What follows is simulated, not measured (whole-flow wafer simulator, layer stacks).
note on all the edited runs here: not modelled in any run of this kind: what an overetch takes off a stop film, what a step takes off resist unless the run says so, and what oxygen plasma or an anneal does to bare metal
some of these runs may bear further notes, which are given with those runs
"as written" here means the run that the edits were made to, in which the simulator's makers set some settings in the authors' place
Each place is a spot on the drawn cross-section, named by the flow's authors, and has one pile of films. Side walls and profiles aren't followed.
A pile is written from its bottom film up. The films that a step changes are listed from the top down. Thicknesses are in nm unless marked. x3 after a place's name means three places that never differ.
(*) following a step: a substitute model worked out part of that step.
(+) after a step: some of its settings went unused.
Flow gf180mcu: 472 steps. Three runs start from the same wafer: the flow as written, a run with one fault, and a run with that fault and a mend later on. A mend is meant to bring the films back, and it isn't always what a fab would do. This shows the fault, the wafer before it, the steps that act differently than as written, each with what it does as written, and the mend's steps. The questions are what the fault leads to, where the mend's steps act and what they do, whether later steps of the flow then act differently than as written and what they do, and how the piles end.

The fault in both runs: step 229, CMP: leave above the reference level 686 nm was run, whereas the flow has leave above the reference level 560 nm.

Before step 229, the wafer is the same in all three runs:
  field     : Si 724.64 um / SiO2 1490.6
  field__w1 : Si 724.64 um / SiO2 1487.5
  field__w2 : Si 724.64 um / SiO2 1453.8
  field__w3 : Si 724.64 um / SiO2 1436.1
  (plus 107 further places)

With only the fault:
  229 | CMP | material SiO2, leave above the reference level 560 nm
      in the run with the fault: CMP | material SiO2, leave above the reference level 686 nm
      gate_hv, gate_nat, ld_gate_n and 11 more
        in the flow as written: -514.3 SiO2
        in the run with the fault: -388.3 SiO2
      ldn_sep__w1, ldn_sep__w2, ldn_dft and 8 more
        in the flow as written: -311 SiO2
        in the run with the fault: -185 SiO2
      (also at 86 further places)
  Steps later in the flow that act otherwise than as written (not shown: 1 more step that differs only slightly, by at most 2% or 0.5 nm, whichever is larger):
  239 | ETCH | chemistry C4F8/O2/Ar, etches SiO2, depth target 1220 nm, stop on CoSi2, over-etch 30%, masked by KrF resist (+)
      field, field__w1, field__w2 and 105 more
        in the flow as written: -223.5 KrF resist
        in the run with the fault: -244 KrF resist
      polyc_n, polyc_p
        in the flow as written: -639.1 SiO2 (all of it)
        in the run with the fault: -765.1 SiO2 (all of it)
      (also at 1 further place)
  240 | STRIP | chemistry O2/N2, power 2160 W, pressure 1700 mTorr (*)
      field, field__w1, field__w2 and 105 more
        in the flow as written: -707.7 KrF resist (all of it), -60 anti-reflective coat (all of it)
        in the run with the fault: -687.2 KrF resist (all of it), -60 anti-reflective coat (all of it)
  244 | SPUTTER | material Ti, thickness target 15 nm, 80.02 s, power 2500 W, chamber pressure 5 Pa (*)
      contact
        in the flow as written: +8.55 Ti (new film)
        in the run with the fault: +7.94 Ti (new film)
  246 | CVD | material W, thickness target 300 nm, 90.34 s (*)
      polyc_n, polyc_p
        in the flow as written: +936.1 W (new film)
        in the run with the fault: +1062.1 W (new film)
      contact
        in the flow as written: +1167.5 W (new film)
        in the run with the fault: +1294.5 W (new film)
  At field__w4, field__w8, contact and 9 more, the piles at the end differ from the flow's by more than 2% or 0.5 nm, whichever is larger.
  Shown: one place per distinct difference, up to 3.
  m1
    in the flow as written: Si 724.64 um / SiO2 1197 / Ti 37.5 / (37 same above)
    in the run with the fault: Si 724.64 um / SiO2 1323 / Ti 37.5 / (37 same above)
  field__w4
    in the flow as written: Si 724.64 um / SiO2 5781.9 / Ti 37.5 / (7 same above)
    in the run with the fault: Si 724.64 um / SiO2 5907.9 / Ti 37.5 / (7 same above)
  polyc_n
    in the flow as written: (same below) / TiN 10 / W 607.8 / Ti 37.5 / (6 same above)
    in the run with the fault: (same below) / TiN 10 / W 733.8 / Ti 37.5 / (6 same above)

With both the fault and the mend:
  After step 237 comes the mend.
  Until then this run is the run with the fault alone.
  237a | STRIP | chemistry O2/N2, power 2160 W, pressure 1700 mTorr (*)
      field, field__w1, field__w2 and 105 more
        -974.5 KrF resist (all of it), -60 anti-reflective coat (all of it)
      contact, polyc_n, polyc_p
        -60 anti-reflective coat (all of it)
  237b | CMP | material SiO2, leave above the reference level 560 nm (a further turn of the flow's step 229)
      field, field__w1, field__w2 and 108 more
        -126 SiO2
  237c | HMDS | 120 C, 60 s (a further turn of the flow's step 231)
      alters no film at any place that is followed
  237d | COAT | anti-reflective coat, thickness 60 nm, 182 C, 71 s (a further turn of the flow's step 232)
      field, field__w1, field__w2 and 108 more
        +60 anti-reflective coat (new film)
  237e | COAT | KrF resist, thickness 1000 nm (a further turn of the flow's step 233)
      field, field__w1, field__w2 and 108 more
        +1000 KrF resist (new film)
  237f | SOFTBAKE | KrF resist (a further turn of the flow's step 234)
      alters no film at any place that is followed
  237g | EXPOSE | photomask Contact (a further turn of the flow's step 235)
      alters no film at any place that is followed
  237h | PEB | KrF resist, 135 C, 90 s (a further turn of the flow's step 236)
      field, field__w1, field__w2 and 108 more
        -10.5 KrF resist
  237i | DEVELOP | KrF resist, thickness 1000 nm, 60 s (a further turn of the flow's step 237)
      field, field__w1, field__w2 and 105 more
        -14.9 KrF resist
      contact, polyc_n, polyc_p
        -989.5 KrF resist (all of it)
  None of the later steps of the flow acts differently than as written at any place that is followed.
  By the end, the piles equal the flow's at every place that both follow.
